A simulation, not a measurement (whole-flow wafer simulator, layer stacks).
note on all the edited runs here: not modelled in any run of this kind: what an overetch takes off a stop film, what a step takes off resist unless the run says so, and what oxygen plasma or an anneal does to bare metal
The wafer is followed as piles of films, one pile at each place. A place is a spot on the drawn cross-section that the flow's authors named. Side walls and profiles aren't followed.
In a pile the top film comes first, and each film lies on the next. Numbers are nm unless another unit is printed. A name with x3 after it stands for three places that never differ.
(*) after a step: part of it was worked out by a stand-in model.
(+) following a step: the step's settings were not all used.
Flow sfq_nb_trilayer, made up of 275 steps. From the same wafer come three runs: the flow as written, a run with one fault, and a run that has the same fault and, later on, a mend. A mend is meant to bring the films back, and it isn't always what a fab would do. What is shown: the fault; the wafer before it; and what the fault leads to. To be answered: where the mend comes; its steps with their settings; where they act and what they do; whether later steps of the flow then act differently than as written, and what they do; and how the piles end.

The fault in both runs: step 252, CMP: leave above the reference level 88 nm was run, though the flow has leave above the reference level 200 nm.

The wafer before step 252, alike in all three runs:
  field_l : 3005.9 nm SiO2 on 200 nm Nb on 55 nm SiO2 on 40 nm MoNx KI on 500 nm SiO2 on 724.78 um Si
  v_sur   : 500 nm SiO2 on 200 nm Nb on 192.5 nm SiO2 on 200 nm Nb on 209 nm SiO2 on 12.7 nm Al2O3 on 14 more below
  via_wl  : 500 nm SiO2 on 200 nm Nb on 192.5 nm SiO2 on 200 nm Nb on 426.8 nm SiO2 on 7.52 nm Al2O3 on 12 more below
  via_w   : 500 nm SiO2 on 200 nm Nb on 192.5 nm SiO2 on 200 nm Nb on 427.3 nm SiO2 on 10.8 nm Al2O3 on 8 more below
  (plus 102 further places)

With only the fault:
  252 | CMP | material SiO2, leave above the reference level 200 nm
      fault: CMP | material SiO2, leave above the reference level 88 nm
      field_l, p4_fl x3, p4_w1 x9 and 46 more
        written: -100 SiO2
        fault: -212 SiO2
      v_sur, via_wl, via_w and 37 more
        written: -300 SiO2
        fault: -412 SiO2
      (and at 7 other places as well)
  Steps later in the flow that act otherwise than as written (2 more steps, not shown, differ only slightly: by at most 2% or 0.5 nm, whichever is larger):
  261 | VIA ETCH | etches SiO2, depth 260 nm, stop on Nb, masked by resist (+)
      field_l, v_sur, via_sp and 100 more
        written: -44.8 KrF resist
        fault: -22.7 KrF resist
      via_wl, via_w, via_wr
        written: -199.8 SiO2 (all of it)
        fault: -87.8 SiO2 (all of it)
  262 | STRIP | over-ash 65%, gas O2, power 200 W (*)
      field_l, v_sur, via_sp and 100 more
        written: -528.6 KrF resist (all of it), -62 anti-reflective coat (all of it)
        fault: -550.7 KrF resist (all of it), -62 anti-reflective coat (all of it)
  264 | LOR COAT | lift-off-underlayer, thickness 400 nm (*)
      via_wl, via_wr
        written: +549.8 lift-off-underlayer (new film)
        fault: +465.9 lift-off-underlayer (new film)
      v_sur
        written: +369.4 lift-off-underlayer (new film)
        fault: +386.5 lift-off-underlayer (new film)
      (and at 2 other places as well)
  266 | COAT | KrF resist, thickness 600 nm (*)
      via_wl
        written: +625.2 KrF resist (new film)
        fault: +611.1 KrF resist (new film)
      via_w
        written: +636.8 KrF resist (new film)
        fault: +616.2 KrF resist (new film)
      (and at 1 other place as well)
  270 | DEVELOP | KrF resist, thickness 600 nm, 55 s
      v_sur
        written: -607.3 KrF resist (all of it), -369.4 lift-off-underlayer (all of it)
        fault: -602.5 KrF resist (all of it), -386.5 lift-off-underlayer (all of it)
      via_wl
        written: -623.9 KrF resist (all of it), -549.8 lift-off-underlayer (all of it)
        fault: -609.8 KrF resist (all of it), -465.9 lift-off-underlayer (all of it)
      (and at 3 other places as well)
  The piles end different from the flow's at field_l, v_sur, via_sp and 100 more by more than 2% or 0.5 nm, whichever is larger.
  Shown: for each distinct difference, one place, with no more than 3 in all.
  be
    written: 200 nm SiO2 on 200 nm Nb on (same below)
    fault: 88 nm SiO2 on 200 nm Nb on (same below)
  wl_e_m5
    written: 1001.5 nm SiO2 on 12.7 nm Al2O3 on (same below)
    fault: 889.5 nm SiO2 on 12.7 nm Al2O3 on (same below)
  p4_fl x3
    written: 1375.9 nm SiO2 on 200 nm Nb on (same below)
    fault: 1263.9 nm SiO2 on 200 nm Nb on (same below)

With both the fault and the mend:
  After step 253 comes the mend.
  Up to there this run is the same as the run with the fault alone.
  253a | PECVD | material SiO2, thickness 112 nm, 150 C, 24.89 s, RF power 183.3 W, pressure 2.4 Torr, precursor SiH4/N2O (a further turn of the flow's step 251, with different settings)
      field_l, v_sur, via_wl and 103 more
        +112 SiO2
  Later steps of the flow that are run all act as written at every place that is followed.
  By the end, the piles equal the flow's at every place that both follow.
